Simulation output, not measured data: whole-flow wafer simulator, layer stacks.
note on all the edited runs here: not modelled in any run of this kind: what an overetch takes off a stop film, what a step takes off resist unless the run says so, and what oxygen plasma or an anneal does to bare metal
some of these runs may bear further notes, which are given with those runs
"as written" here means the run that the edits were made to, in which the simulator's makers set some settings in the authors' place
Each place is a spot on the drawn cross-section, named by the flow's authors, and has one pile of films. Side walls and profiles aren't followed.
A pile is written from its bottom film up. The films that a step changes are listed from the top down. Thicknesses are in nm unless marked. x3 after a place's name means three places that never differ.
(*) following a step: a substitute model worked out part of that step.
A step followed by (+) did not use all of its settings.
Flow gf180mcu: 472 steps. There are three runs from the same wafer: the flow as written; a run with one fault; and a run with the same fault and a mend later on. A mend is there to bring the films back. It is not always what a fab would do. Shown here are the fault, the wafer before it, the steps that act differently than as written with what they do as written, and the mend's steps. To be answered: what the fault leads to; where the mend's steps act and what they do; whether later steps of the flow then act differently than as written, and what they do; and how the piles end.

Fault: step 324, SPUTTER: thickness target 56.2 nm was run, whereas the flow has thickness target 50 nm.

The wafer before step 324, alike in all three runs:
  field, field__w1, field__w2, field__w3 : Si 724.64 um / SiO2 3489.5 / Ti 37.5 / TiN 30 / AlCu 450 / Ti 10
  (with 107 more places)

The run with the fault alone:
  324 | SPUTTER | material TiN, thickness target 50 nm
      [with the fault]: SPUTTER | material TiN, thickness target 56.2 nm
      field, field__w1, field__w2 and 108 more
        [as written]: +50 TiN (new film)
        [with the fault]: +56.2 TiN (new film)
  Steps later in the flow that act otherwise than as written (not shown: 5 more steps that differ only slightly, by at most 2% or 0.5 nm, whichever is larger):
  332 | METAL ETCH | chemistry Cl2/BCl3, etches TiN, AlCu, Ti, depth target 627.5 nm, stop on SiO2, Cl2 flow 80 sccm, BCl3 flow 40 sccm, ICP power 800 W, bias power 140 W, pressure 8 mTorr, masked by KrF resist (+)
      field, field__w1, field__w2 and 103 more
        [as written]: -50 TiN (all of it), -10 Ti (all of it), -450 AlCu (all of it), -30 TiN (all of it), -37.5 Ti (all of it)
        [with the fault]: -56.2 TiN (all of it), -10 Ti (all of it), -450 AlCu (all of it), -30 TiN (all of it), -37.5 Ti (all of it)
  The piles end different from the flow's at field__w8, contact, m1, m1__w1, m1_nw by more than 2% or 0.5 nm, whichever is larger.
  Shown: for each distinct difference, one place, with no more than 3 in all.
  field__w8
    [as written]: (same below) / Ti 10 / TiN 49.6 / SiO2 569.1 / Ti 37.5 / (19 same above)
    [with the fault]: (same below) / Ti 10 / TiN 55.8 / SiO2 562.9 / Ti 37.5 / (19 same above)
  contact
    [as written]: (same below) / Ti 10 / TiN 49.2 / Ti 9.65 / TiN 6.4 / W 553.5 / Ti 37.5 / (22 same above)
    [with the fault]: (same below) / Ti 10 / TiN 55.4 / Ti 9.69 / TiN 6.43 / W 547.2 / Ti 37.5 / (22 same above)

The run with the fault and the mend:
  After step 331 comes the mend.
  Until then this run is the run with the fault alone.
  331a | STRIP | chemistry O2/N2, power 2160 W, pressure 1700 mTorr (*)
      field__w8, contact, m1, m1__w1, m1_nw
        -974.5 KrF resist (all of it)
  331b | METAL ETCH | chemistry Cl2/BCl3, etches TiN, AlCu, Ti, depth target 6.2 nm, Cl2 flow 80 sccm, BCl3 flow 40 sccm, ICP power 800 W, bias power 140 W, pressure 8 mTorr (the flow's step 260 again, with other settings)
      field, field__w1, field__w2 and 108 more
        -6.2 TiN
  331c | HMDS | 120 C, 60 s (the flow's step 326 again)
      leaves every film unchanged at each place that is followed
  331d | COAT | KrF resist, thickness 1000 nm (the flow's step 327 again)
      field, field__w1, field__w2 and 108 more
        +1000 KrF resist (new film)
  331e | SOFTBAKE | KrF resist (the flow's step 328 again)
      leaves every film unchanged at each place that is followed
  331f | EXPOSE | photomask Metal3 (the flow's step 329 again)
      leaves every film unchanged at each place that is followed
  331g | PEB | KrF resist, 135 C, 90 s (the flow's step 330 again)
      field, field__w1, field__w2 and 108 more
        -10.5 KrF resist
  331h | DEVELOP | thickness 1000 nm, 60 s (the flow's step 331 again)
      field, field__w1, field__w2 and 103 more
        -989.5 KrF resist (all of it)
      field__w8, contact, m1, m1__w1, m1_nw
        -14.9 KrF resist
  Later steps of the flow that are run all act as written at every place that is followed.
  The piles end the same as the flow's at every place that both follow.
